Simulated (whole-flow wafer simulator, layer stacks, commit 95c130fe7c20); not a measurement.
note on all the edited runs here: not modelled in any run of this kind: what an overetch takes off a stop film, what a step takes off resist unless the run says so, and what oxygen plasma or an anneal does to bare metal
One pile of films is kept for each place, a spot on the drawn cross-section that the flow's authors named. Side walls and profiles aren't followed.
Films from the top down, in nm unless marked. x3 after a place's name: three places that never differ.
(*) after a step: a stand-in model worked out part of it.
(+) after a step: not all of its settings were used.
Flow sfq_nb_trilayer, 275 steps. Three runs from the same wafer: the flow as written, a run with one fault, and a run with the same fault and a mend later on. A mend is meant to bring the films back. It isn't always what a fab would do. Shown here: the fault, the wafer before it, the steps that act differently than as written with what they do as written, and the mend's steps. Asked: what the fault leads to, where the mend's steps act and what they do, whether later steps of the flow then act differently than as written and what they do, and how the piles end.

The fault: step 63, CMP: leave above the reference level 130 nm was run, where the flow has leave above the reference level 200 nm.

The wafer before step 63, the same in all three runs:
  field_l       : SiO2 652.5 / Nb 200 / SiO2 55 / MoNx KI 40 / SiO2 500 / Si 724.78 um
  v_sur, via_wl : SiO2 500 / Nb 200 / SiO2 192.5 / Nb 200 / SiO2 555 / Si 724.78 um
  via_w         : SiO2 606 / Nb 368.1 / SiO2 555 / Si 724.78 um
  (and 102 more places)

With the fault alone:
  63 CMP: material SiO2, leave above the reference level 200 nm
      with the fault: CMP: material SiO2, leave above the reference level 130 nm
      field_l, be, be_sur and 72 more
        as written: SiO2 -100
        with the fault: SiO2 -170
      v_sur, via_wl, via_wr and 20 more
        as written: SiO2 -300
        with the fault: SiO2 -370
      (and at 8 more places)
  Later steps of the flow that act differently than as written (3 more steps differ only slightly, by at most 2% or 0.5 nm, whichever is larger, and aren't shown):
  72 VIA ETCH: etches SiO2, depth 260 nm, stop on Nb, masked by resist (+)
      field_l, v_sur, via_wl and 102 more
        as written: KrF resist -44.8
        with the fault: KrF resist -33.6
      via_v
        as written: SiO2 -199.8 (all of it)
        with the fault: SiO2 -129.8 (all of it)
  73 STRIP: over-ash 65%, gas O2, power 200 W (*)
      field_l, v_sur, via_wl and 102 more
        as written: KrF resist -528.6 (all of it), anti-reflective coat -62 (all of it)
        with the fault: KrF resist -539.9 (all of it), anti-reflective coat -62 (all of it)
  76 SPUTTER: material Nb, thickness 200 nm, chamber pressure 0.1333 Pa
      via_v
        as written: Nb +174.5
        with the fault: Nb +188.6
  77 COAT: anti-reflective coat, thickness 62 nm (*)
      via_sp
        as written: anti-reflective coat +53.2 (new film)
        with the fault: anti-reflective coat +54.6 (new film)
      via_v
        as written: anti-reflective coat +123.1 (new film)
        with the fault: anti-reflective coat +107.4 (new film)
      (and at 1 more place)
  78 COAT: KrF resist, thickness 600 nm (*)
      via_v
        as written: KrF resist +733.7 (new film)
        with the fault: KrF resist +676.6 (new film)
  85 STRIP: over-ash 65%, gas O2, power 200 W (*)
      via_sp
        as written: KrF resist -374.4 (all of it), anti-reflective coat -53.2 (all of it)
        with the fault: KrF resist -379.1 (all of it), anti-reflective coat -54.6 (all of it)
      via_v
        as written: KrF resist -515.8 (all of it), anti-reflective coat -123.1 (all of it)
        with the fault: KrF resist -458.8 (all of it), anti-reflective coat -107.4 (all of it)
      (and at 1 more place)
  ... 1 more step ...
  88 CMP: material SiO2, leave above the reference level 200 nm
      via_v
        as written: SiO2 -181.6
        with the fault: SiO2 -159.7
  At the end the piles differ from the flow's by more than 2% or 0.5 nm, whichever is larger, at field_l, v_sur, via_wl and 103 more.
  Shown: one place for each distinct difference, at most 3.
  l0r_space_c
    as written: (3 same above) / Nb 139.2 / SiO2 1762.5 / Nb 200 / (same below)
    with the fault: (3 same above) / Nb 139.2 / SiO2 1692.5 / Nb 200 / (same below)
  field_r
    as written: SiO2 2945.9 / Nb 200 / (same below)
    with the fault: SiO2 2875.9 / Nb 200 / (same below)
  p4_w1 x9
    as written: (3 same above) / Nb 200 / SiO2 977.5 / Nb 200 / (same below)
    with the fault: (3 same above) / Nb 200 / SiO2 907.5 / Nb 200 / (same below)

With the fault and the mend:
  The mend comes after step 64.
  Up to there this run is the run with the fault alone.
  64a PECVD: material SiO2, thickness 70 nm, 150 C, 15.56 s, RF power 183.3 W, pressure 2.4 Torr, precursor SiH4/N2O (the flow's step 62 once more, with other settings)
      field_l, v_sur, via_wl and 103 more
        SiO2 +70
  No later step of the flow acts differently than as written, at any place that is followed, by more than 2% or 0.5 nm, whichever is larger.
  At the end the piles are the same as the flow's at every place that both follow.
